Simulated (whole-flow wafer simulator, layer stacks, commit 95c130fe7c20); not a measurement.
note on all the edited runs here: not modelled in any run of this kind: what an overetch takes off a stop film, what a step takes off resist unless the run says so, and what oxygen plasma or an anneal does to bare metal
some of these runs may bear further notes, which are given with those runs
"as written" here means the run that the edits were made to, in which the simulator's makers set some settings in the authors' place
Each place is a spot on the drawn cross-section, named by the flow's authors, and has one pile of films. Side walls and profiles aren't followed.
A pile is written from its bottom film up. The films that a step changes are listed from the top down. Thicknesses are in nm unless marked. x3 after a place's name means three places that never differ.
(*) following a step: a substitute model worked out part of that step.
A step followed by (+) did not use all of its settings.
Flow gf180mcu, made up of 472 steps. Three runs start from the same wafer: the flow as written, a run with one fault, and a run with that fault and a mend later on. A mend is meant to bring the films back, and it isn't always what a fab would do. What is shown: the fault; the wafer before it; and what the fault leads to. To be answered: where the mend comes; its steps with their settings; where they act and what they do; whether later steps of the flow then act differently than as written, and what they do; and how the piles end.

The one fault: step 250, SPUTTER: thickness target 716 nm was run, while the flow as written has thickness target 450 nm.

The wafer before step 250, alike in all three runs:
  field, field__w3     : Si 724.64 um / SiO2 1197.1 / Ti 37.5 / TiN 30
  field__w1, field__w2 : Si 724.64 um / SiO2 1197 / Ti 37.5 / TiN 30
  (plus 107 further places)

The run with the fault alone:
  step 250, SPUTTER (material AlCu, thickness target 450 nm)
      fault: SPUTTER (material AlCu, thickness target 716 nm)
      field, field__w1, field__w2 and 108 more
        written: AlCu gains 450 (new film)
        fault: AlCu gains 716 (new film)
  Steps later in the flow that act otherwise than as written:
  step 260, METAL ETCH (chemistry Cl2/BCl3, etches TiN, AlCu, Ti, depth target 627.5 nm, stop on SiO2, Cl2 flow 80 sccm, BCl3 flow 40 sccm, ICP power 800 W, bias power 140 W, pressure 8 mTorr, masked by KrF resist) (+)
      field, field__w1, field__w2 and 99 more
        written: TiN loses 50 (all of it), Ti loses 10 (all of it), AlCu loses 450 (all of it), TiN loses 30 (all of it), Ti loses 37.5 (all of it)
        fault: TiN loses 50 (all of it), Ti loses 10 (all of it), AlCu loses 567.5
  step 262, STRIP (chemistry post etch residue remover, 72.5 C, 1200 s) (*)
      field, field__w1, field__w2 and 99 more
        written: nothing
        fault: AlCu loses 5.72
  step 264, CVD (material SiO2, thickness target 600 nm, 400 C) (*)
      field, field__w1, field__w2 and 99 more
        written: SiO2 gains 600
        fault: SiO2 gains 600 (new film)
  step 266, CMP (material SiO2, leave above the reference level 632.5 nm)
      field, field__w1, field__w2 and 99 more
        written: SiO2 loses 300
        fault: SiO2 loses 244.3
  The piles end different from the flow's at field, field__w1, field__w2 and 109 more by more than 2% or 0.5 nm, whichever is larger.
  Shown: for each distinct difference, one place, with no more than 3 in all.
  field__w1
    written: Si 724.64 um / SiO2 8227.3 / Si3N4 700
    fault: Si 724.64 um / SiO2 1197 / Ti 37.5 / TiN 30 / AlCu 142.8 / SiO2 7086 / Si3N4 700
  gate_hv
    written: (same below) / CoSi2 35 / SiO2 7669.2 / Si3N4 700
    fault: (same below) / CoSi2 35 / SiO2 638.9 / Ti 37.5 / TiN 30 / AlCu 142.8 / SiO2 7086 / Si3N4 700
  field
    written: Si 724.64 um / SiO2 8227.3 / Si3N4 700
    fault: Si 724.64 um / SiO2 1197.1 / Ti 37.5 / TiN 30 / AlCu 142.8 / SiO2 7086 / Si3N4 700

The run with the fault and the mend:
  After step 250 comes the mend.
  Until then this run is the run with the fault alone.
  step 250a, METAL ETCH (chemistry Cl2/BCl3, etches TiN, AlCu, Ti, depth target 266 nm, Cl2 flow 80 sccm, BCl3 flow 40 sccm, ICP power 800 W, bias power 140 W, pressure 8 mTorr)
      field, field__w1, field__w2 and 108 more
        AlCu loses 266
  Every later step of the flow that is run acts as written at every place that is followed.
  The piles end the same as the flow's at every place that both follow.
